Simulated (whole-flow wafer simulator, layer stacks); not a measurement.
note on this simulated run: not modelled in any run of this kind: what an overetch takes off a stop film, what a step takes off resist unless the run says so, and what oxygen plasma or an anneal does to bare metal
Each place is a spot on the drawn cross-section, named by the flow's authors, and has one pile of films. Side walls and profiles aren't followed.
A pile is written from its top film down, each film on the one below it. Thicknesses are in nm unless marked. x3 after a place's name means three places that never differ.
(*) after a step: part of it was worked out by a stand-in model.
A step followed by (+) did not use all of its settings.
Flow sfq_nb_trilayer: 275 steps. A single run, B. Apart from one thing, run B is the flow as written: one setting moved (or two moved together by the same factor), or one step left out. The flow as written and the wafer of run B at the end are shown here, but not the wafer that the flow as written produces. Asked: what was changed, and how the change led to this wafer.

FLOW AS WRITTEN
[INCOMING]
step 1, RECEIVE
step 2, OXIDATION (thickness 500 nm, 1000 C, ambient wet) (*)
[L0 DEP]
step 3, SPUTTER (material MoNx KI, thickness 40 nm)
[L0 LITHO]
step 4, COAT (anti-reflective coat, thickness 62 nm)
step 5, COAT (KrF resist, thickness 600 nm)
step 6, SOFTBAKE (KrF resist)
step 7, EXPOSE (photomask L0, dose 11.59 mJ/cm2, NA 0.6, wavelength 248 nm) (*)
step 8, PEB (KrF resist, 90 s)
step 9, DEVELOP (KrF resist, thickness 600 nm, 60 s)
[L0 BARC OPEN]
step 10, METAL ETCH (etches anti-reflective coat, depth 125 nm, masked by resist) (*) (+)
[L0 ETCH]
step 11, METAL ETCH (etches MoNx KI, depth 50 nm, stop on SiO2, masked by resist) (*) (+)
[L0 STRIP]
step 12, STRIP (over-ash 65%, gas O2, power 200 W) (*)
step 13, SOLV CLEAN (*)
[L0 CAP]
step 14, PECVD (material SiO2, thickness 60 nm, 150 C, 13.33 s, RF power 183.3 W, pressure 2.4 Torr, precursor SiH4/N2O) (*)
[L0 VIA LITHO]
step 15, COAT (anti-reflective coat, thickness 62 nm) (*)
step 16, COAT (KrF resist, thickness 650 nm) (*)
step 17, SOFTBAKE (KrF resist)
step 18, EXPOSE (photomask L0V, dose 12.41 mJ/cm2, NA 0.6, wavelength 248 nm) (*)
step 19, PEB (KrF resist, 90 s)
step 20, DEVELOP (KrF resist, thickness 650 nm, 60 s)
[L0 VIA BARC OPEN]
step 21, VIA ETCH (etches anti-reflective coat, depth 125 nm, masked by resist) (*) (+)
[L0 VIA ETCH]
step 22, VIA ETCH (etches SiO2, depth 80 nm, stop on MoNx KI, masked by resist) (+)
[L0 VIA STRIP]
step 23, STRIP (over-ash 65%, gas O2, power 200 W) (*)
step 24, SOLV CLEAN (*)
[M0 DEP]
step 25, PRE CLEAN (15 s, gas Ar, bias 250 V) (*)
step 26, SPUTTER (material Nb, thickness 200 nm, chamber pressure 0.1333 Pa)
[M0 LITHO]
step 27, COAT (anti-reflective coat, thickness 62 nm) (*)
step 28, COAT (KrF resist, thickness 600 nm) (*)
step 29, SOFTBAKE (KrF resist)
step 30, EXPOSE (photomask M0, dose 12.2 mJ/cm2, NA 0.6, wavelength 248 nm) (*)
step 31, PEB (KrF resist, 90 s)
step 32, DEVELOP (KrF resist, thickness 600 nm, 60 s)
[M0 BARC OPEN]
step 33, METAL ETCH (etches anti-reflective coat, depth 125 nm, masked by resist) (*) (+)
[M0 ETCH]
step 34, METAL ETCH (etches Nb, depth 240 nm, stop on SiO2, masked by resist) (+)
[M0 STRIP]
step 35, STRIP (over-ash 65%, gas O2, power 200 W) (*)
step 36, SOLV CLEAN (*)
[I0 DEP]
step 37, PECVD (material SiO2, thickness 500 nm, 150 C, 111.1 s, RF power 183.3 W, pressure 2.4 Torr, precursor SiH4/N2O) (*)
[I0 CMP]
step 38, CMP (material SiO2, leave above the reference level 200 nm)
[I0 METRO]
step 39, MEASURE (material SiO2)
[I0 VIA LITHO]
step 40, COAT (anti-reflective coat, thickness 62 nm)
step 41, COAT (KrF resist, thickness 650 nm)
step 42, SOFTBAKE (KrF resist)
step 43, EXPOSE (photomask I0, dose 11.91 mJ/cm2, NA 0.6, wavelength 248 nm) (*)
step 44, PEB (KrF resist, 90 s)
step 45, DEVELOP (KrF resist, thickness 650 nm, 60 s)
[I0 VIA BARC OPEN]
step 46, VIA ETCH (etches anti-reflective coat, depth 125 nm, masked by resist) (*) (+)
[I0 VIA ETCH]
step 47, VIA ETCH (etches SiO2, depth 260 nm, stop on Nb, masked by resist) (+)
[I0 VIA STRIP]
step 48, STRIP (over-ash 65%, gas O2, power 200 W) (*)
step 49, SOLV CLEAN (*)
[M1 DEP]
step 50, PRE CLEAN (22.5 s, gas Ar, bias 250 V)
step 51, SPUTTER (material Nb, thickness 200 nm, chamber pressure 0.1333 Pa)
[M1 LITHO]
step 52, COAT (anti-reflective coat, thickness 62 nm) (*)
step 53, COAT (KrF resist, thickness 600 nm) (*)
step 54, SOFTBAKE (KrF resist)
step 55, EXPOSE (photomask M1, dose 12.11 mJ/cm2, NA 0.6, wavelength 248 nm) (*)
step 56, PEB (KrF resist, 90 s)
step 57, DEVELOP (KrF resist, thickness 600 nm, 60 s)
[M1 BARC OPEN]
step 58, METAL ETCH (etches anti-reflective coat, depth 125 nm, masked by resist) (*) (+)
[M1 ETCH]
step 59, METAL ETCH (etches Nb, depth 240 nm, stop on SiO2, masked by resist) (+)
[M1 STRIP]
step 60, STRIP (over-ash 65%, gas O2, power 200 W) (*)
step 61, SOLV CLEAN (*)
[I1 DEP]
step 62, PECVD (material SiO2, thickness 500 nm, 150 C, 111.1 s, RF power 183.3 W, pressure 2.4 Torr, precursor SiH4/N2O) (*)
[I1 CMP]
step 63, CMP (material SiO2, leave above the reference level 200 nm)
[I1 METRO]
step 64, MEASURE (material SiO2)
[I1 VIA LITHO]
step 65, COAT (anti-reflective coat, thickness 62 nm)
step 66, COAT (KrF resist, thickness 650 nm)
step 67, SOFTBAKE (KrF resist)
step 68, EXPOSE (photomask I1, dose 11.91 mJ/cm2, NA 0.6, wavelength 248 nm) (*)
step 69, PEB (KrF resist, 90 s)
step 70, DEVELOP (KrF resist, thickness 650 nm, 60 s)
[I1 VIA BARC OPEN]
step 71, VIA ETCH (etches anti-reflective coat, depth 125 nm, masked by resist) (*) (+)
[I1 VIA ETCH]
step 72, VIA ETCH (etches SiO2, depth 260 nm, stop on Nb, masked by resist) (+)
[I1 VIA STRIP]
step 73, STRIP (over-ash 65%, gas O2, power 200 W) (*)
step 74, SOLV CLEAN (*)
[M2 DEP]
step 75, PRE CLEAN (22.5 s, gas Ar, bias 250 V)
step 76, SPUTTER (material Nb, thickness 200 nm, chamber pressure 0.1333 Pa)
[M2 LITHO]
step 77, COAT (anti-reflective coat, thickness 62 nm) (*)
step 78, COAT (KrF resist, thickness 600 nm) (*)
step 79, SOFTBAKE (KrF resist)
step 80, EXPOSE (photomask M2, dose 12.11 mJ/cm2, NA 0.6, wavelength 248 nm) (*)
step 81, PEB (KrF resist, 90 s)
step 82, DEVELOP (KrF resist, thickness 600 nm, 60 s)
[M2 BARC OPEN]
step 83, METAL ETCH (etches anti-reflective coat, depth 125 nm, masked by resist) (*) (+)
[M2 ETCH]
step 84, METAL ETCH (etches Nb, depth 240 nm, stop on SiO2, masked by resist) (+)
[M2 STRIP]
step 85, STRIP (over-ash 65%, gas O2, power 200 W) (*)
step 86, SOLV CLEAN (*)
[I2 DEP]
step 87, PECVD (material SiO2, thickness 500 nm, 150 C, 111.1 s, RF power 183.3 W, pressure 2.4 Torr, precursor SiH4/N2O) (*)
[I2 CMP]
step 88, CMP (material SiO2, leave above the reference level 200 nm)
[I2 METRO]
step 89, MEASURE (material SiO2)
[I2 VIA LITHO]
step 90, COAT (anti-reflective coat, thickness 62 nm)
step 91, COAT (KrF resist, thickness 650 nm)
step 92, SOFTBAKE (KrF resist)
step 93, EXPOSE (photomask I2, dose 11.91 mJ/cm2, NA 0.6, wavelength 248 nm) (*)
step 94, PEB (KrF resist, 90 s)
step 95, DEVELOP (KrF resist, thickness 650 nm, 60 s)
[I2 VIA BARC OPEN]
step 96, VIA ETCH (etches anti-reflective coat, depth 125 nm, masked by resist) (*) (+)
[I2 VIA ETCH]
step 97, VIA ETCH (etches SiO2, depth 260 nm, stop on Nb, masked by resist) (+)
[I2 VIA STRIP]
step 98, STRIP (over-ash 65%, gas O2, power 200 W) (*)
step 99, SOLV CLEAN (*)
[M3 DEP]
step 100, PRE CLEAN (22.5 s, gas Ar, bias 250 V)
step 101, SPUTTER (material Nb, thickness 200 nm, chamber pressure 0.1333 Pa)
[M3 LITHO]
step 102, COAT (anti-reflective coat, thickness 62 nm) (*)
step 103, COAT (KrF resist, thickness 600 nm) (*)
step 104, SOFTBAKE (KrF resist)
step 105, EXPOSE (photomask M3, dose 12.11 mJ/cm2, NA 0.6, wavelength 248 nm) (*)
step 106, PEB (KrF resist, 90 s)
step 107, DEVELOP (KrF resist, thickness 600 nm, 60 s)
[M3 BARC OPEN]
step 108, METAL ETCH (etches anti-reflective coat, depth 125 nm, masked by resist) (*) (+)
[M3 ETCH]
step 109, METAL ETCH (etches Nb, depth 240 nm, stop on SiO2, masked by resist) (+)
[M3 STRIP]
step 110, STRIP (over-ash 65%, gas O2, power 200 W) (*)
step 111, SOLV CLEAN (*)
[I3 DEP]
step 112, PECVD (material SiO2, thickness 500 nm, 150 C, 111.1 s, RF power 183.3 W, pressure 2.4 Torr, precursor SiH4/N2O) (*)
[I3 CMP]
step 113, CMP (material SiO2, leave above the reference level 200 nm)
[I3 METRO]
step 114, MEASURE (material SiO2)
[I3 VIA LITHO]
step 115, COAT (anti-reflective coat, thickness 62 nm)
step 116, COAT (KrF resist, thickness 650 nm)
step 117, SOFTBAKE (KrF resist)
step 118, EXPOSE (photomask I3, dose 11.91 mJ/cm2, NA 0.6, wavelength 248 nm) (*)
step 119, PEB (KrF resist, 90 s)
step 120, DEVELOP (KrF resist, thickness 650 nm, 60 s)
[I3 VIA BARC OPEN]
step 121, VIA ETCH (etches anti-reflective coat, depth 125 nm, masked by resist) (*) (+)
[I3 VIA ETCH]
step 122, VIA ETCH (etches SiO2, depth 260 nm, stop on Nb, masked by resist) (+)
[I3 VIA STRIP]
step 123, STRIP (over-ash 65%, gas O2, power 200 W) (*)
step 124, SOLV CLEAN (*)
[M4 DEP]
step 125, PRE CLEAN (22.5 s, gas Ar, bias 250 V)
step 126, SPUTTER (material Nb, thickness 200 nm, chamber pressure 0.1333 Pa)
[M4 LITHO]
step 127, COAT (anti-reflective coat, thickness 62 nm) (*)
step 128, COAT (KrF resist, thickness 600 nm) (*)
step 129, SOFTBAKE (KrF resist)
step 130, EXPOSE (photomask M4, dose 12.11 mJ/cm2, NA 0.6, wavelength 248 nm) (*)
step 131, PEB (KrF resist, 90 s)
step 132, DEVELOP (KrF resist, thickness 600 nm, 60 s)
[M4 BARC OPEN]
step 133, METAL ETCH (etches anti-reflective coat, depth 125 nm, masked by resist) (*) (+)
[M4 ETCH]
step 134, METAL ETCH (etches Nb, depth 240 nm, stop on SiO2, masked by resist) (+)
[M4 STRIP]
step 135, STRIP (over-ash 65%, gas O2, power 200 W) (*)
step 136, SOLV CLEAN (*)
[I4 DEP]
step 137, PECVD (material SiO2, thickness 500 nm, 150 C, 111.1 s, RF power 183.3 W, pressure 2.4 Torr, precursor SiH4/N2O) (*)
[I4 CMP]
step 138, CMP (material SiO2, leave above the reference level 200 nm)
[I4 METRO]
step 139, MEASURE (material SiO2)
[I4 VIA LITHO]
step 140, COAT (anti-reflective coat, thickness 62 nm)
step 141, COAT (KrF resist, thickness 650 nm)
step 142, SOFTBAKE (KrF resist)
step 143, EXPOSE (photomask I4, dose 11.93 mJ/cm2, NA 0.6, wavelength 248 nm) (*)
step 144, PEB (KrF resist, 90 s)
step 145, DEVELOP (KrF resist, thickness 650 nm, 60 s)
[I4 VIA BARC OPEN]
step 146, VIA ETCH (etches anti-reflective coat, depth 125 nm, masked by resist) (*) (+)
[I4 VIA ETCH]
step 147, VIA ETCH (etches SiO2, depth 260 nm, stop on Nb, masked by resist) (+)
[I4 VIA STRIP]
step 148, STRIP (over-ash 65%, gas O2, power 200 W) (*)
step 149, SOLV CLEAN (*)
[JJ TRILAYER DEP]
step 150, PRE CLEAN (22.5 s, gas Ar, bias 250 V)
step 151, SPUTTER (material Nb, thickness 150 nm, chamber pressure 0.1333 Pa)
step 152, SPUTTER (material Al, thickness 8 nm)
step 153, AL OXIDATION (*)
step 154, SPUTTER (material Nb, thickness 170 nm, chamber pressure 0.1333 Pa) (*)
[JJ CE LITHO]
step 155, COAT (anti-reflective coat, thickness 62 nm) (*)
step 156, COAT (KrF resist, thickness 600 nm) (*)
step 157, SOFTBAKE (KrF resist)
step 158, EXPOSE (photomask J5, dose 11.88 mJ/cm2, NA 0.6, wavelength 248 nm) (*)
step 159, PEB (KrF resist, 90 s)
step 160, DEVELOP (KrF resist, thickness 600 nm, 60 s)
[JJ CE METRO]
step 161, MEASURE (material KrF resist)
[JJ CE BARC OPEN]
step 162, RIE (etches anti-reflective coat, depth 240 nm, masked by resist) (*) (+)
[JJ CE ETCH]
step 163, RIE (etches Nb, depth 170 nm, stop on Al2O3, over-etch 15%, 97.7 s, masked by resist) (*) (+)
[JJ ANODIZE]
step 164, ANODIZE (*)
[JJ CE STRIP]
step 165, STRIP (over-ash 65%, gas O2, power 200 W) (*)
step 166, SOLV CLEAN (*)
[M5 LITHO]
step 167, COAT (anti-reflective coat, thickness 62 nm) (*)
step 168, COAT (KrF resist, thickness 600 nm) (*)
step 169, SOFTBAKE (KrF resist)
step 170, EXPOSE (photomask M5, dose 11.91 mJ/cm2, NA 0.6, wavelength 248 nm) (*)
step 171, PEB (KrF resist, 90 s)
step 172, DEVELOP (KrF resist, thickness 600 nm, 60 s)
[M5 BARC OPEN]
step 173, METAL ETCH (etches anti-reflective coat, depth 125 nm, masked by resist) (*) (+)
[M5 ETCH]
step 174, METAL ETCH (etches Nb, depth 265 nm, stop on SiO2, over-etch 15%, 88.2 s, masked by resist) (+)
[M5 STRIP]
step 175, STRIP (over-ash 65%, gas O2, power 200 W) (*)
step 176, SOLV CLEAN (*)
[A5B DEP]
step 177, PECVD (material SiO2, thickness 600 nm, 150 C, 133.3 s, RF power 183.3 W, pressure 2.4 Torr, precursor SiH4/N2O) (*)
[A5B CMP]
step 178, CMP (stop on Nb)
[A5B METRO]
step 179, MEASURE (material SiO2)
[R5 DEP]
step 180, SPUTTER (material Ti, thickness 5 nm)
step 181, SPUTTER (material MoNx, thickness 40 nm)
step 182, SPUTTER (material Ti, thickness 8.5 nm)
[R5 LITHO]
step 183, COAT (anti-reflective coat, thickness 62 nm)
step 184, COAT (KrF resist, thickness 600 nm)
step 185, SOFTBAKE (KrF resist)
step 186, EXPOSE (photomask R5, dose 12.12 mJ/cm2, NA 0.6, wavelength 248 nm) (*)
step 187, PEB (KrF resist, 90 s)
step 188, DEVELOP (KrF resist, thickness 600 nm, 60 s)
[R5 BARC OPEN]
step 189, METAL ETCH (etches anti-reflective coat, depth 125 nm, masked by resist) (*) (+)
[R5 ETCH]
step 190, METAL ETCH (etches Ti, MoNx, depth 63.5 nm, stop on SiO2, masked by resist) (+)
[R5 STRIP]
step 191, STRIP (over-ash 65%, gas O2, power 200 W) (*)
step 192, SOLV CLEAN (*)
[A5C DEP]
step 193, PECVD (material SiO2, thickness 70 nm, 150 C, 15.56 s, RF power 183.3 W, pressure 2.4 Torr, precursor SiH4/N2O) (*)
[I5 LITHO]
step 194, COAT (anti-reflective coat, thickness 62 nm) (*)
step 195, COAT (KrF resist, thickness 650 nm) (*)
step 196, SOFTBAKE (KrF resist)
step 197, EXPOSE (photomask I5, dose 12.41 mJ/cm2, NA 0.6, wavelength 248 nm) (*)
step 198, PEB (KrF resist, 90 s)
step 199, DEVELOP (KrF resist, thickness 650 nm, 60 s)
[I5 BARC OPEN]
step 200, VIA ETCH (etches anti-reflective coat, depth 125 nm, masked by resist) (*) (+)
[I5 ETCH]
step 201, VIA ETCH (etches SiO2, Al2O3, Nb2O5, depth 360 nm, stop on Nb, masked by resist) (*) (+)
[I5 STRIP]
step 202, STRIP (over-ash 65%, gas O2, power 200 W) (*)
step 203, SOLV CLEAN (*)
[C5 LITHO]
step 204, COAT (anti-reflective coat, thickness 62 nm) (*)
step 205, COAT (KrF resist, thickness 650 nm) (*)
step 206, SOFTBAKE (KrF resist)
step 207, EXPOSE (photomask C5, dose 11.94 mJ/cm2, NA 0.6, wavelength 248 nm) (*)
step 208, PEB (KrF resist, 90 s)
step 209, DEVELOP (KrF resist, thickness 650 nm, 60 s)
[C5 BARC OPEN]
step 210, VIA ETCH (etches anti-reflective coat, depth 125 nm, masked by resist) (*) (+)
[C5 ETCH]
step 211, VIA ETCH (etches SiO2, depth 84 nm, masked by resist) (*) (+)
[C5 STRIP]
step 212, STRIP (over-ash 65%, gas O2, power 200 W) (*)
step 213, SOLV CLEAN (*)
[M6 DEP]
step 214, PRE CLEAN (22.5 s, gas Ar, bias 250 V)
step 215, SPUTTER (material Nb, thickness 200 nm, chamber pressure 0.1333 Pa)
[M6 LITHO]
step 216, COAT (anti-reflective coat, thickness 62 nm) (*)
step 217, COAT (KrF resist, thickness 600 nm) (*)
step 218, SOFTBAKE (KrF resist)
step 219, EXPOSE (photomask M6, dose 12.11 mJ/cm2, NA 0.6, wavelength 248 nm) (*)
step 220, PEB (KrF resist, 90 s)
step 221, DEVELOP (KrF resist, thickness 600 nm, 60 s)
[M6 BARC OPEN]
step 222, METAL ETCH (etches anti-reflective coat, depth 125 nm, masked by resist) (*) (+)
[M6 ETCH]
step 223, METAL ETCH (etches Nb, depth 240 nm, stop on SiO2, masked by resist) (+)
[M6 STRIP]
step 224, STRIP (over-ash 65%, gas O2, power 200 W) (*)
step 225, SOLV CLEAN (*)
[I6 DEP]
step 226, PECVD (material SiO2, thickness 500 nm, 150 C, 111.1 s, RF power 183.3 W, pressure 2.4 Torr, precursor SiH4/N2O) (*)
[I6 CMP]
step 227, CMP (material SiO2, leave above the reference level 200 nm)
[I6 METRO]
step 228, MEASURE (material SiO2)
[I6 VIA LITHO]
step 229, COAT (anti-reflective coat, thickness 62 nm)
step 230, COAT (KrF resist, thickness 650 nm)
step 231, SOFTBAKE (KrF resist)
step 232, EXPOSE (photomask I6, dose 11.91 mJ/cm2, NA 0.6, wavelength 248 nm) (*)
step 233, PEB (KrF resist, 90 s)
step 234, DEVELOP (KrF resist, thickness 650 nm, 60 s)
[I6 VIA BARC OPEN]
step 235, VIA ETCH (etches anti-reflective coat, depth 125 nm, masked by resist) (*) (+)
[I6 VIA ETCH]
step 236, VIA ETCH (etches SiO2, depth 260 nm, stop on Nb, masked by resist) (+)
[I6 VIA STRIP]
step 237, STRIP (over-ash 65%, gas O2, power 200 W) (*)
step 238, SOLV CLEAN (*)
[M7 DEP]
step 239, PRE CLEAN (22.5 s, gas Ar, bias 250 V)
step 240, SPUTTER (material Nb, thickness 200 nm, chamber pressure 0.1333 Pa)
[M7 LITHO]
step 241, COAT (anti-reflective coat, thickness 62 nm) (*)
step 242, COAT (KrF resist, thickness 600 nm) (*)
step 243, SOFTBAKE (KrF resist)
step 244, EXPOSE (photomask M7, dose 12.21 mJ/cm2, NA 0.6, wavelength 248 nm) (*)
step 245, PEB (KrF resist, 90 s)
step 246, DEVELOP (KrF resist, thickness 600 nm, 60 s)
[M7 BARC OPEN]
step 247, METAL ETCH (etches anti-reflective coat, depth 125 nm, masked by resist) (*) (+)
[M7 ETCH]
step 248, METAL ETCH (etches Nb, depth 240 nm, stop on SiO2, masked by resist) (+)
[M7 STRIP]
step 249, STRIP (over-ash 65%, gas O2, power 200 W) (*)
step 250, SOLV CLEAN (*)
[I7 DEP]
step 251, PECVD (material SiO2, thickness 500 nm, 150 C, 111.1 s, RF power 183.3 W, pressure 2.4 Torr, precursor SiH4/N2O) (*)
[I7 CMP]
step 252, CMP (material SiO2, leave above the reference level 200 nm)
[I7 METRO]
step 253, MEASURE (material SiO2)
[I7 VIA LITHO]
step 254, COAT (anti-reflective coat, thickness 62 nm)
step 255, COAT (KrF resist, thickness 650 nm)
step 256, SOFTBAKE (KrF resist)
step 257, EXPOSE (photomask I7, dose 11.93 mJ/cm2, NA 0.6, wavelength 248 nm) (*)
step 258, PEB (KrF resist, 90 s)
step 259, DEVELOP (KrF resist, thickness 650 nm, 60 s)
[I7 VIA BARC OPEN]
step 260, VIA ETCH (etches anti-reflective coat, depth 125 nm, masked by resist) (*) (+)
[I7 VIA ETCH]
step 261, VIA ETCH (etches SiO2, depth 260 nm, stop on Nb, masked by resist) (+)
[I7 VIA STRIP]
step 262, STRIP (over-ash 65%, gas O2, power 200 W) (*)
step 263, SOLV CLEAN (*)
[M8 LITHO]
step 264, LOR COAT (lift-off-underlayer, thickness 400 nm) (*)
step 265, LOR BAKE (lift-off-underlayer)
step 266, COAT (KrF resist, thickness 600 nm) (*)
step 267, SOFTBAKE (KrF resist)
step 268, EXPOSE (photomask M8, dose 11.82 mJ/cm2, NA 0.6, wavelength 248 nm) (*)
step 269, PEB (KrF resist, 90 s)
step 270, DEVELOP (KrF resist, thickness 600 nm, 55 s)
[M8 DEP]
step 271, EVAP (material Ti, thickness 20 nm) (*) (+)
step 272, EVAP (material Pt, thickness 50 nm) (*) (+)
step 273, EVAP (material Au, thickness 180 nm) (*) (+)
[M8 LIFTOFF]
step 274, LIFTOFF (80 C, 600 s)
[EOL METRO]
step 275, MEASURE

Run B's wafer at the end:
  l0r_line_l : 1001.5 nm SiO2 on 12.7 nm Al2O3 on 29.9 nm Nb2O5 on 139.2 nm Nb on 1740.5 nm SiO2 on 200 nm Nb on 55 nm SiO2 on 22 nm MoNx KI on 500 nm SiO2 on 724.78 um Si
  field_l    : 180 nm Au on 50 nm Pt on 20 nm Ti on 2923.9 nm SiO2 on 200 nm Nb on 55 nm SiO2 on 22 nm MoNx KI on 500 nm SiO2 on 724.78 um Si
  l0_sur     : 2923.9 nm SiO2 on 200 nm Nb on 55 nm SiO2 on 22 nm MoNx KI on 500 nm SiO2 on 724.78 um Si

The reason: step 3, SPUTTER: thickness 22 nm was run, whereas the flow has thickness 40 nm.
One can read it off the wafer: l0r_line_l has MoNx KI 22, and step 3 as written asks for 40 nm.

Step by step, how the change led to this:
  step 3, SPUTTER (material MoNx KI, thickness 40 nm)
      field_l, v_sur, via_wl and 103 more: +22 MoNx KI (new film) (as written it would have been: +40 MoNx KI (new film))
  step 11, METAL ETCH (etches MoNx KI, depth 50 nm, stop on SiO2, masked by resist) (*) (+)
      v_sur, via_wl, via_w and 97 more: -22 MoNx KI (all of it) (as written it would have been: -40 MoNx KI (all of it))
      field_l, l0_sur, l0v, l0r_line_l, l0r_line_c, l0r_line_r: -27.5 KrF resist (as written it would have been: -41.7 KrF resist)
  step 12, STRIP (over-ash 65%, gas O2, power 200 W) (*)
      field_l, l0_sur, l0v, l0r_line_l, l0r_line_c, l0r_line_r: -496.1 KrF resist (all of it), -62 anti-reflective coat (all of it) (as written it would have been: -481.9 KrF resist (all of it), -62 anti-reflective coat (all of it))
  step 15, COAT (anti-reflective coat, thickness 62 nm) (*)
      field_l: +58.9 anti-reflective coat (new film) (as written it would have been: +56.7 anti-reflective coat (new film))
      v_sur: +67.6 anti-reflective coat (new film) (as written it would have been: +72.2 anti-reflective coat (new film))
      (as well as at 3 more places)
  step 23, STRIP (over-ash 65%, gas O2, power 200 W) (*)
      field_l: -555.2 KrF resist (all of it), -58.9 anti-reflective coat (all of it) (as written it would have been: -551.4 KrF resist (all of it), -56.7 anti-reflective coat (all of it))
      v_sur: -565.5 KrF resist (all of it), -67.6 anti-reflective coat (all of it) (as written it would have been: -570.5 KrF resist (all of it), -72.2 anti-reflective coat (all of it))
      (as well as at 3 more places)
  step 27, COAT (anti-reflective coat, thickness 62 nm) (*)
      field_l: +59 anti-reflective coat (new film) (as written it would have been: +56.9 anti-reflective coat (new film))
      v_sur: +67.6 anti-reflective coat (new film) (as written it would have been: +72.3 anti-reflective coat (new film))
      (as well as at 4 more places)
  step 35, STRIP (over-ash 65%, gas O2, power 200 W) (*)
      field_l: -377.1 KrF resist (all of it), -59 anti-reflective coat (all of it) (as written it would have been: -372.9 KrF resist (all of it), -56.9 anti-reflective coat (all of it))
      v_sur: -387.3 KrF resist (all of it), -67.6 anti-reflective coat (all of it) (as written it would have been: -391.6 KrF resist (all of it), -72.3 anti-reflective coat (all of it))
      (as well as at 4 more places)
  step 38, CMP (material SiO2, leave above the reference level 200 nm)
      field_l, l0_sur, l0r_line_l, l0r_line_c, l0r_line_r: -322 SiO2 (as written it would have been: -340 SiO2)
      l0v: -259.8 SiO2 (as written it would have been: -277.8 SiO2)
